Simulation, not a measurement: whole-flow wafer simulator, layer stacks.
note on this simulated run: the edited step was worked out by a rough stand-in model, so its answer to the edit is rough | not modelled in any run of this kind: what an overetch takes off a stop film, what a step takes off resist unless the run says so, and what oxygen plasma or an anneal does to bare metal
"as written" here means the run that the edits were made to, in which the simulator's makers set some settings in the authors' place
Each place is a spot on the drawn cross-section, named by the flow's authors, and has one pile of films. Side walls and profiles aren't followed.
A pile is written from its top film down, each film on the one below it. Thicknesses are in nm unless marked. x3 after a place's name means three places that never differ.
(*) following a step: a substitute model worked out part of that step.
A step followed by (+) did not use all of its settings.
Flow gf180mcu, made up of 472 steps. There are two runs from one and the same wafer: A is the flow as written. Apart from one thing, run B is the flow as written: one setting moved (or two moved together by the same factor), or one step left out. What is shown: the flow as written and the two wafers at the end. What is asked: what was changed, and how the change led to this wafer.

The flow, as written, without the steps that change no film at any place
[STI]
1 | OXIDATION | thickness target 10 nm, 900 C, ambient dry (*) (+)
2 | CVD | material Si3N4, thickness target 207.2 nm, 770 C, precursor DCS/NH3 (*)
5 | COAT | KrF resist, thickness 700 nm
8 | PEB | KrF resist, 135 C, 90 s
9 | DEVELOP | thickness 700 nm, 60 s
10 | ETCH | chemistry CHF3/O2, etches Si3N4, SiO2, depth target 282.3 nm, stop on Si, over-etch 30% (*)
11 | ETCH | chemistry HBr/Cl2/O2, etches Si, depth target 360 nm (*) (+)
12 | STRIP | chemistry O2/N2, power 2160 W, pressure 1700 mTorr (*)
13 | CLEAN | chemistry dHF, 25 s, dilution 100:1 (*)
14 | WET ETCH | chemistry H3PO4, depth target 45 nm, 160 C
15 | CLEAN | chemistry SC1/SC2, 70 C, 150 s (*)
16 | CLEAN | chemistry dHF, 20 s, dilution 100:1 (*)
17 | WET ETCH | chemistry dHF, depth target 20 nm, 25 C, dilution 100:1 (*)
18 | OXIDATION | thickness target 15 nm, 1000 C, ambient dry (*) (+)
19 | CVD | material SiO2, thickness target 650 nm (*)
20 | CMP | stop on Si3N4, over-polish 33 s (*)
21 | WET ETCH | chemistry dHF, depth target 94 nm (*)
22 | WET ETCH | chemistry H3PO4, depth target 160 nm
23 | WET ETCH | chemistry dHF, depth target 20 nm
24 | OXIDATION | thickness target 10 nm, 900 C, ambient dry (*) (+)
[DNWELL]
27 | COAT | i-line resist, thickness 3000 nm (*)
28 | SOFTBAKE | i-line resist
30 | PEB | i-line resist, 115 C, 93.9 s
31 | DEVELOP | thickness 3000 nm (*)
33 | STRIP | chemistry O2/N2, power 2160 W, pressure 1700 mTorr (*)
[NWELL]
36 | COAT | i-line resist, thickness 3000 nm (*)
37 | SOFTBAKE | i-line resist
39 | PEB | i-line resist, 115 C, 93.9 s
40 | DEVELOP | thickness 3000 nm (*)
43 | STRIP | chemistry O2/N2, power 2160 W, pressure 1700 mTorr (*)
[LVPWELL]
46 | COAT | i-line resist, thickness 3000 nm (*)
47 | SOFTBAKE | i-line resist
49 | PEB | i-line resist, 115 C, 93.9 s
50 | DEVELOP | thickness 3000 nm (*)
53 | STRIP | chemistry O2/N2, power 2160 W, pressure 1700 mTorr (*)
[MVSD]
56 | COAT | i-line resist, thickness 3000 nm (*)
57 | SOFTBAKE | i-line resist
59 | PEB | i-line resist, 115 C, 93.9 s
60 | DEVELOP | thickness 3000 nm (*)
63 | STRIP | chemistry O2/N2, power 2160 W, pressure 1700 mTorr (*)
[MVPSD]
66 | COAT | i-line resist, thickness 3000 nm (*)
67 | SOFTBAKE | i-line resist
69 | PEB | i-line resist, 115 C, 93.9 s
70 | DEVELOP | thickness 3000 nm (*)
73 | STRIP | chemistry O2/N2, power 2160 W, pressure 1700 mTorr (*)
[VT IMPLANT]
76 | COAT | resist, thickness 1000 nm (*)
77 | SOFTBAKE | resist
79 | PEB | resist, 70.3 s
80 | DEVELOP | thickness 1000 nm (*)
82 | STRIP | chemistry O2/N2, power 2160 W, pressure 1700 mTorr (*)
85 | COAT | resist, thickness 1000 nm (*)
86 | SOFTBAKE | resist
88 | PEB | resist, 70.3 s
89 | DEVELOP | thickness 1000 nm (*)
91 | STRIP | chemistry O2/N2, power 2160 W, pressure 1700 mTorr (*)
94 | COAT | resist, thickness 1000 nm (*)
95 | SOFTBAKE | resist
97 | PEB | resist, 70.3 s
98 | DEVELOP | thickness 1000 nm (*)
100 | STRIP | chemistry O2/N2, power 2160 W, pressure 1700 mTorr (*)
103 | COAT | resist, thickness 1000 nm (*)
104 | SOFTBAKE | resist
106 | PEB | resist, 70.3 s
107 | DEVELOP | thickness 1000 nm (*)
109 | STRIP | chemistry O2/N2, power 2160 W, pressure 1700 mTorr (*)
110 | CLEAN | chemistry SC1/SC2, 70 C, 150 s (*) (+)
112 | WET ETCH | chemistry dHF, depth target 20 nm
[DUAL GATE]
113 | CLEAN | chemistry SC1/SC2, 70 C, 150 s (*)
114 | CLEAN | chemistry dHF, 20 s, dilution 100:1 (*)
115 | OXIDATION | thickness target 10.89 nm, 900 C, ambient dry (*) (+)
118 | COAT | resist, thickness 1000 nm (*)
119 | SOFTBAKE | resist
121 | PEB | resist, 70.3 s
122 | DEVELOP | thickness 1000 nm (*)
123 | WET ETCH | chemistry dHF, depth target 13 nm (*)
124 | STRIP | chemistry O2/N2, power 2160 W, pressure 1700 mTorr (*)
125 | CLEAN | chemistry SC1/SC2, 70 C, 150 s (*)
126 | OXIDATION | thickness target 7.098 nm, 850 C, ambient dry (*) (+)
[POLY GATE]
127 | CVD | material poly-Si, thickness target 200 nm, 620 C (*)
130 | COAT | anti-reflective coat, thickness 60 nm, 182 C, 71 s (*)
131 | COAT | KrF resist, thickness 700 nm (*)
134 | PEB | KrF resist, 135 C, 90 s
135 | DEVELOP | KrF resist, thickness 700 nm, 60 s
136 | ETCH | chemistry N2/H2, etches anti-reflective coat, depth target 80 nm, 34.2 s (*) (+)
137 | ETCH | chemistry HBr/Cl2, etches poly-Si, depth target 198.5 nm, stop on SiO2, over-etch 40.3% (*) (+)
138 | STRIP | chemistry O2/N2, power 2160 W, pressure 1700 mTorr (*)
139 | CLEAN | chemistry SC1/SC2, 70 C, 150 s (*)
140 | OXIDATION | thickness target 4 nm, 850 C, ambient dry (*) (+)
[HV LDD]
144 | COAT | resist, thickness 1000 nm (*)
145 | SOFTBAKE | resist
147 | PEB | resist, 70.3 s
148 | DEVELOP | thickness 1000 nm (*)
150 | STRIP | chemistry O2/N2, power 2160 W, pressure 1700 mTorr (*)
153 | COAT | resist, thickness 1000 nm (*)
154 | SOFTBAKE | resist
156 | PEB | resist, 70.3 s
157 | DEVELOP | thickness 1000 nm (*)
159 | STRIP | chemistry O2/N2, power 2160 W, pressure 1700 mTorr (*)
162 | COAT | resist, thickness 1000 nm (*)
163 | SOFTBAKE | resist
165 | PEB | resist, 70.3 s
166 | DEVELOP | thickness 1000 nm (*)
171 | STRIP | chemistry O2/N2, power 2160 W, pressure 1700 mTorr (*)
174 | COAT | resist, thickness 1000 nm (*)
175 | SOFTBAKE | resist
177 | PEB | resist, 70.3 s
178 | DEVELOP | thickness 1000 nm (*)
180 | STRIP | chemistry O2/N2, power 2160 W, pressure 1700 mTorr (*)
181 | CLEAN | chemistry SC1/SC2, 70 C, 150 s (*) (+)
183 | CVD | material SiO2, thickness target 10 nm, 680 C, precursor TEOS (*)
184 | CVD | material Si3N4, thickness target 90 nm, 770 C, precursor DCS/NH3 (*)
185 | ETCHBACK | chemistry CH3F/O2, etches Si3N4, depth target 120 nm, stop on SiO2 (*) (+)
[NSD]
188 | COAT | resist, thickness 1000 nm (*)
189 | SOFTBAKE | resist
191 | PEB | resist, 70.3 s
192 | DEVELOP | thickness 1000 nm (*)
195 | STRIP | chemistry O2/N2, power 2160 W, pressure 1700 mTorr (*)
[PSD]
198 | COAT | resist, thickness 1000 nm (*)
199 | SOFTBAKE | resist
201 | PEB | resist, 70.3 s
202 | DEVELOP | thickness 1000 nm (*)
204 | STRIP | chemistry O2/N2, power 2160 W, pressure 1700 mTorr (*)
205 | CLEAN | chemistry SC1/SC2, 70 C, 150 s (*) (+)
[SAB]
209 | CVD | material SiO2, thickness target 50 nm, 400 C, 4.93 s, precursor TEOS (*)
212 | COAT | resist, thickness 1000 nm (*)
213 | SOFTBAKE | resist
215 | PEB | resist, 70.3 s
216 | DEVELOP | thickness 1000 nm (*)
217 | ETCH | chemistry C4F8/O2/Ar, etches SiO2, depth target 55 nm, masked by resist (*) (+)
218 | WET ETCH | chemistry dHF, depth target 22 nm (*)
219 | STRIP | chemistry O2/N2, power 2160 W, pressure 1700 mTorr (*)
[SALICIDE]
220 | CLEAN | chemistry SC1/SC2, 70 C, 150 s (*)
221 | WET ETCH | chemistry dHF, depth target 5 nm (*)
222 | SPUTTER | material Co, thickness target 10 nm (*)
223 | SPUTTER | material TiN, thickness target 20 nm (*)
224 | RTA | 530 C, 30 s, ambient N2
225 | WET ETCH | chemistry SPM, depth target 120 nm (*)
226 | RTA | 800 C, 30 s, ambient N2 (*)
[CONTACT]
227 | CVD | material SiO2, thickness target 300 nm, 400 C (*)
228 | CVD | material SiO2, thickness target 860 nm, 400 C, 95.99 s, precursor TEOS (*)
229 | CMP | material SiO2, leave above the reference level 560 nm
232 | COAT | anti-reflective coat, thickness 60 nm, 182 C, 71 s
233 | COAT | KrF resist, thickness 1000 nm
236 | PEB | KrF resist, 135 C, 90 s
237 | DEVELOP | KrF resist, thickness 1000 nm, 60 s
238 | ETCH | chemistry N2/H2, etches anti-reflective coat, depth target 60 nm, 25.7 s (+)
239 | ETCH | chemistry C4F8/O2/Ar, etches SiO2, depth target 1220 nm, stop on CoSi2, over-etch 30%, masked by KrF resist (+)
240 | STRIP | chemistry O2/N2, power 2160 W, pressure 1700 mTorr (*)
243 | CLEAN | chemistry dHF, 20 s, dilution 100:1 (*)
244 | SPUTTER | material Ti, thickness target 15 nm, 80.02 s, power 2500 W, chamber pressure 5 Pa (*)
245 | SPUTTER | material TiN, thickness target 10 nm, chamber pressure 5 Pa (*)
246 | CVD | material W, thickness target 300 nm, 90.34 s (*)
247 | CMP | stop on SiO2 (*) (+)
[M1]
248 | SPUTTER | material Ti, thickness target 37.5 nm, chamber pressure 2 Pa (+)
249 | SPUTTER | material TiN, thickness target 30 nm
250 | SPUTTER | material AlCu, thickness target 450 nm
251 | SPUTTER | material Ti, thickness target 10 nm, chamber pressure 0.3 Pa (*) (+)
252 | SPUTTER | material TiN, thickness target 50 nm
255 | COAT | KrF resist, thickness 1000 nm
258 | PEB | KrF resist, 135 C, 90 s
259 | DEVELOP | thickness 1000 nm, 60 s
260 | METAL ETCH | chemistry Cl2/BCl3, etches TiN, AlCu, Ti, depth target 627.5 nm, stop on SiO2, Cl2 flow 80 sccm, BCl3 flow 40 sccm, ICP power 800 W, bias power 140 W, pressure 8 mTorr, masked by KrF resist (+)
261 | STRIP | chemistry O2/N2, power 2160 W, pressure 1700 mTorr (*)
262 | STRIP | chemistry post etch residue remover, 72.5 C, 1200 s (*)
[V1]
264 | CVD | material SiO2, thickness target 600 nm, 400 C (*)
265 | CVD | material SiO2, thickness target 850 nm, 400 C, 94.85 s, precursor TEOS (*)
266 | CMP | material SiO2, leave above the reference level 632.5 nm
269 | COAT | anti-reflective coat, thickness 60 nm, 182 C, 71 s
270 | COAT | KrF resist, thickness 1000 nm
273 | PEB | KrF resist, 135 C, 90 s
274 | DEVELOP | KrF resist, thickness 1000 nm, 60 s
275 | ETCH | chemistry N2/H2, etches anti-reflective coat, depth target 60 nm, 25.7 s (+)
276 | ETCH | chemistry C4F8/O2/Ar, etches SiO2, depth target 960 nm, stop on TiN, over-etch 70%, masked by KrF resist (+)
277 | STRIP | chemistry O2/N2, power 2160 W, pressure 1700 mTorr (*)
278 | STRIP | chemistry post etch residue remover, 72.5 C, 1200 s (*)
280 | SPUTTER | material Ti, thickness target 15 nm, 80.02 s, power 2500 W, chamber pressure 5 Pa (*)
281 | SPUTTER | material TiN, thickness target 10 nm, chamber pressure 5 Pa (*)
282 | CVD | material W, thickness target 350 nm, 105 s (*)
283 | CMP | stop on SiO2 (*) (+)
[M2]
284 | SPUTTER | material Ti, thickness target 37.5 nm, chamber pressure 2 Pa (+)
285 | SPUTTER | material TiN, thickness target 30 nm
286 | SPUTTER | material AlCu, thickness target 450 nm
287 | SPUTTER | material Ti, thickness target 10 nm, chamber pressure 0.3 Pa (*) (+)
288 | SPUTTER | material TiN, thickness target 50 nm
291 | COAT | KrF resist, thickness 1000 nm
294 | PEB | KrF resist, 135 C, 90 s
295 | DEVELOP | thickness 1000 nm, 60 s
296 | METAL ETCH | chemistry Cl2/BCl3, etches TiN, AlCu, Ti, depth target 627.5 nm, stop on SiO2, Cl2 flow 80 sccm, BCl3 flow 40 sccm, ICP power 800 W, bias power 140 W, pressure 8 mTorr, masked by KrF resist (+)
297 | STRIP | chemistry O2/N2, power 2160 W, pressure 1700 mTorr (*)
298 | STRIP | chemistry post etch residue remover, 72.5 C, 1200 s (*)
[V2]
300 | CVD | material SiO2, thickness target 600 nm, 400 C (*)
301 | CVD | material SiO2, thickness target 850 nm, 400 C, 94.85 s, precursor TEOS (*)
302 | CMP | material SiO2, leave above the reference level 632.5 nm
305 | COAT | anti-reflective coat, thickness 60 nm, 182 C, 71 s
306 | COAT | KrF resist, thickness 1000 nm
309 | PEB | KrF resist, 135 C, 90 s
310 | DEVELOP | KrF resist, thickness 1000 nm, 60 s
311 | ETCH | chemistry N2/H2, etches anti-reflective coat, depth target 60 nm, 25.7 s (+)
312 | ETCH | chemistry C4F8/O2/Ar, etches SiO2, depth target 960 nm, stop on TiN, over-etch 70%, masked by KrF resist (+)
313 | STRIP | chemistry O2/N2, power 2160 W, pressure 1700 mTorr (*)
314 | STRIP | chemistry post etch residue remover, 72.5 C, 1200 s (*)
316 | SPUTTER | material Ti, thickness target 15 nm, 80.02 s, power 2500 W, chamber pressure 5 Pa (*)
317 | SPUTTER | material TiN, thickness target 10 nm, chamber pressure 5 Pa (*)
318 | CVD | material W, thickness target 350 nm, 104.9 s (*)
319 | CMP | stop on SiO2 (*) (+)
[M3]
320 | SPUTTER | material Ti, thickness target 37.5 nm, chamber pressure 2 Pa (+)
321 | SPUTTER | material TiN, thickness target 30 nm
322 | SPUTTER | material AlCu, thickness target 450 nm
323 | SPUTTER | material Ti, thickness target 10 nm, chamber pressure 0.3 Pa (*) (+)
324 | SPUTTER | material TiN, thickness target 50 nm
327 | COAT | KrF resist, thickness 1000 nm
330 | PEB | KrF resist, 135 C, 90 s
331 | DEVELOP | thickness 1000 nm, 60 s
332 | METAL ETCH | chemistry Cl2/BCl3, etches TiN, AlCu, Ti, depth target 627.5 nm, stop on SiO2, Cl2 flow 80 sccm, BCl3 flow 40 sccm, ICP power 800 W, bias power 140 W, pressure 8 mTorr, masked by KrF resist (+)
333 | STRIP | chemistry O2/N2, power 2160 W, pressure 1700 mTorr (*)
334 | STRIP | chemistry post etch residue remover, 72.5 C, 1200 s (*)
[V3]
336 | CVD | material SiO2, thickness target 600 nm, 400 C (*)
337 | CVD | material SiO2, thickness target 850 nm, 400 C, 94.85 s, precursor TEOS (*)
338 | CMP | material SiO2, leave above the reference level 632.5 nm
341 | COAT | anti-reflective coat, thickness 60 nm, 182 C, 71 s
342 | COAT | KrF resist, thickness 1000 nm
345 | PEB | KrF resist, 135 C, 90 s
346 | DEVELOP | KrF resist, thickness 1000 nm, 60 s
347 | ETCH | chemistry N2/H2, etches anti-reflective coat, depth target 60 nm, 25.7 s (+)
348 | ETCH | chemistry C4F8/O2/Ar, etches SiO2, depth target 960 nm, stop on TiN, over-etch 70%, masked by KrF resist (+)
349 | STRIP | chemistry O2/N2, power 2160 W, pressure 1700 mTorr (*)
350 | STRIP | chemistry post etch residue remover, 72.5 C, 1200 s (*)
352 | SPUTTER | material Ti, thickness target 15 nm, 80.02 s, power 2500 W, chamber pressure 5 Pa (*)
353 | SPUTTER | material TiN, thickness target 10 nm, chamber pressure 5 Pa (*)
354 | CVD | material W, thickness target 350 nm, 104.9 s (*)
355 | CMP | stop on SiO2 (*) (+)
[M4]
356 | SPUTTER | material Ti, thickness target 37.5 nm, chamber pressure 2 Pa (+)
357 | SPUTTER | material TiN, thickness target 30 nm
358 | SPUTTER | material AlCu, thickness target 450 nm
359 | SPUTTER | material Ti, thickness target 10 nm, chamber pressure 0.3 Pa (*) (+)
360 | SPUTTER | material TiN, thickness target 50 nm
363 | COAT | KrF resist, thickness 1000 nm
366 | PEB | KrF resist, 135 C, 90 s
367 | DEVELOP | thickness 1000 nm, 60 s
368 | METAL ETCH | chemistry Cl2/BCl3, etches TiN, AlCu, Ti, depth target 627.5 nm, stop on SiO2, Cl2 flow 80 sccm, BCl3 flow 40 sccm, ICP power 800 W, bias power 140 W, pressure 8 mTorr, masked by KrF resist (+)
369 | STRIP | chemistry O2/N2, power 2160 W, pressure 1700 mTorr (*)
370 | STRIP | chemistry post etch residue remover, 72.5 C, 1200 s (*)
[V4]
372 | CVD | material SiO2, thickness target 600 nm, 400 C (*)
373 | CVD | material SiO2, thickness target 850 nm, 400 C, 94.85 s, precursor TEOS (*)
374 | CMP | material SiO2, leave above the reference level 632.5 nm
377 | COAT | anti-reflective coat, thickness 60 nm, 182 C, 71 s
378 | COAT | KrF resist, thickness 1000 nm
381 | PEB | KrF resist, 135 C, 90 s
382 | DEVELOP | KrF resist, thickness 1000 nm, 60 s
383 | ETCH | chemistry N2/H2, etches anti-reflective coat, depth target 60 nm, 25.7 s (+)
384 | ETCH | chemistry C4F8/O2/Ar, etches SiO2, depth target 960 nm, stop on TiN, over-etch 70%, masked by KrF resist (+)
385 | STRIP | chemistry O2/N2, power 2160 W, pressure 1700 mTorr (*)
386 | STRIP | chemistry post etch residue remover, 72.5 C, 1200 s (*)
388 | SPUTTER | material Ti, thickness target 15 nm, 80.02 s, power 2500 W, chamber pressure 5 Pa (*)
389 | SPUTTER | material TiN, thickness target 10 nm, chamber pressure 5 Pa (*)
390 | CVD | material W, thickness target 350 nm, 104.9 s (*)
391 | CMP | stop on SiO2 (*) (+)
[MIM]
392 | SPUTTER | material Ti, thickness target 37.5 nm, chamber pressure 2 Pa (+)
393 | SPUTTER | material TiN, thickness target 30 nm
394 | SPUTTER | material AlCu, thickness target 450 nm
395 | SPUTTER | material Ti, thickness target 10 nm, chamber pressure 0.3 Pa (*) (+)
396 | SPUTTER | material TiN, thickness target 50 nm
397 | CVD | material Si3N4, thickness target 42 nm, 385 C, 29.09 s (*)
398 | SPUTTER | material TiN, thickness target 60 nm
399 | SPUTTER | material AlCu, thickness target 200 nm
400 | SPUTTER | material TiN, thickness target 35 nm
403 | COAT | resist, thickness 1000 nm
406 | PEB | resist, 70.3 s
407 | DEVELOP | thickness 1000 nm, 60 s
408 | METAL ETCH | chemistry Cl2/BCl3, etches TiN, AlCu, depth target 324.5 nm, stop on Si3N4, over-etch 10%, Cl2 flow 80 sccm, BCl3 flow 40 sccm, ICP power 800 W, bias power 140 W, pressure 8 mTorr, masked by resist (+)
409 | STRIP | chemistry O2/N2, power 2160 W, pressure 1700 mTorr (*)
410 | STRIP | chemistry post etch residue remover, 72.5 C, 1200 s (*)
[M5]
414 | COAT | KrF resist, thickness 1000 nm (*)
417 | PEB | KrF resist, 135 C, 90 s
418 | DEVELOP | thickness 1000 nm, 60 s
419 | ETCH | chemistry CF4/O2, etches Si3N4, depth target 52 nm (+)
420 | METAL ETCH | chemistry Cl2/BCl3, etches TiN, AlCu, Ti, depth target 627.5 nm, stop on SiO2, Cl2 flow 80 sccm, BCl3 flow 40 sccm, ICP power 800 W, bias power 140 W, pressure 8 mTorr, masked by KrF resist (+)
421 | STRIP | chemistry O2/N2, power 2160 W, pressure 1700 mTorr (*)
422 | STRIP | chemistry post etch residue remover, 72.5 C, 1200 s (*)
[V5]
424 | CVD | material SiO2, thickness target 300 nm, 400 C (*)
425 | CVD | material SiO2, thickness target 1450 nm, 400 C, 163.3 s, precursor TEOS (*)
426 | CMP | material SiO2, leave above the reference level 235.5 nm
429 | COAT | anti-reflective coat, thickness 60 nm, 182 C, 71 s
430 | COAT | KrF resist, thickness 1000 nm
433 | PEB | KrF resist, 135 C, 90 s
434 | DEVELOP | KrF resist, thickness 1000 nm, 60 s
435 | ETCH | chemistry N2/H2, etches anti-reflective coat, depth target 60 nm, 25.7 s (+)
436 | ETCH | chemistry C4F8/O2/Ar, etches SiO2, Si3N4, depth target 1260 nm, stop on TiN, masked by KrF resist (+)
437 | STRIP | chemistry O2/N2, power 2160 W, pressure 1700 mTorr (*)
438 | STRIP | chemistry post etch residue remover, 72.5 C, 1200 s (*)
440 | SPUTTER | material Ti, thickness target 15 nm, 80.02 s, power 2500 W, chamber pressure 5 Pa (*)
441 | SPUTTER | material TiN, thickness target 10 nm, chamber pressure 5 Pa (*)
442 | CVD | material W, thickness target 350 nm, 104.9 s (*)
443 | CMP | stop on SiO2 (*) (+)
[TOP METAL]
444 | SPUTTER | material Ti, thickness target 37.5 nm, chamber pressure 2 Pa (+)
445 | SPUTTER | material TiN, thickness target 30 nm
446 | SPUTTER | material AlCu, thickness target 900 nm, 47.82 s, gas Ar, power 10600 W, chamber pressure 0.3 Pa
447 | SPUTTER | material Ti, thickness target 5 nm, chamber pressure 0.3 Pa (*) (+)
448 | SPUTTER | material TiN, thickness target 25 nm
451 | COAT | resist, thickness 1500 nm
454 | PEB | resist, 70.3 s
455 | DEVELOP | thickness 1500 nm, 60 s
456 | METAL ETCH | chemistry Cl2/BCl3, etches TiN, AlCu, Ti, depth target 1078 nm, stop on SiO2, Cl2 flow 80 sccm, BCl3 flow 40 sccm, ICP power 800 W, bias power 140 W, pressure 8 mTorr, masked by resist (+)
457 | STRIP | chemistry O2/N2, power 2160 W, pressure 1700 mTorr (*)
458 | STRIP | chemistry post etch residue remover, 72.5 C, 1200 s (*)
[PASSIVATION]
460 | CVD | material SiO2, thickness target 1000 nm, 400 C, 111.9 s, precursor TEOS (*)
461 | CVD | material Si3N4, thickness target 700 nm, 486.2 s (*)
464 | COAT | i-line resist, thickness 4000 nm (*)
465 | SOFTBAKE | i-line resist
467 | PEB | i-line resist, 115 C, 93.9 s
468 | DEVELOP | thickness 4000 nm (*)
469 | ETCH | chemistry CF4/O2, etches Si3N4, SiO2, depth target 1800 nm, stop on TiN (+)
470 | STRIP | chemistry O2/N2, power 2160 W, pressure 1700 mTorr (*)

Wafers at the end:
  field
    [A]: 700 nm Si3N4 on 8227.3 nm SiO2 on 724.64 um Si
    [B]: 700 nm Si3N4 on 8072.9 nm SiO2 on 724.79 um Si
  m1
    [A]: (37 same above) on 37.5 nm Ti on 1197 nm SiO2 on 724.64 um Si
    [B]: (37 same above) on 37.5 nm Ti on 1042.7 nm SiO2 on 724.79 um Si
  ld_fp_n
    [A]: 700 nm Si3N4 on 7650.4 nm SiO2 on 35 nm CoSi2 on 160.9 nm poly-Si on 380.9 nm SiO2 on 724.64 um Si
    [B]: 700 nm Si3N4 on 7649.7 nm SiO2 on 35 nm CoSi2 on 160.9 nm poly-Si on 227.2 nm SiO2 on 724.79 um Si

The reason: step 11, ETCH: depth target 205 nm was run, though the flow has depth target 360 nm.

How this came from the change, step by step:
  11 | ETCH | chemistry HBr/Cl2/O2, etches Si, depth target 360 nm (*) (+)
      active, n_well, p_well and 40 more: A KrF resist loses 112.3 | B KrF resist loses 60.7
      field, field_sub, sti and 34 more: A Si loses 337 | B Si loses 182
  12 | STRIP | chemistry O2/N2, power 2160 W, pressure 1700 mTorr (*)
      active, n_well, p_well and 40 more: A KrF resist loses 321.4 (all of it) | B KrF resist loses 373.1 (all of it)
  19 | CVD | material SiO2, thickness target 650 nm (*)
      m1, ld_fp_n, ld_drift_n and 8 more: A SiO2 gains 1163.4 | B SiO2 gains 1008.4
  20 | CMP | stop on Si3N4, over-polish 33 s (*)
      sti, mim_1p0, pad and 11 more: A SiO2 loses 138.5 | B SiO2 loses 293.5
      nw_enc_fld, nw_enc_fld_lv: A SiO2 loses 142.5 | B SiO2 loses 297.5
      (as well as at 10 more places)
  115 | OXIDATION | thickness target 10.89 nm, 900 C, ambient dry (*) (+)
      sti, mim_1p0, pad and 19 more: A SiO2 gains 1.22, Si loses 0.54 | B SiO2 gains 1.79, Si loses 0.79
      field, field__w1, field__w2, field__w3, field__w6, field__w12, nw_sep_fld: A SiO2 gains 1.25, Si loses 0.55 | B SiO2 gains 1.85, Si loses 0.81
      (as well as at 20 more places)
  189 | SOFTBAKE | resist
      field__w9: A resist gains 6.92 | B resist loses 3.07
      active_hv: A resist gains 2.68 | B resist loses 0.5
      (as well as at 1 more place)
  199 | SOFTBAKE | resist
      field__w9: A resist gains 6.92 | B resist loses 3.07
      active_hv: A resist gains 2.68 | B resist loses 0.5
      (as well as at 1 more place)
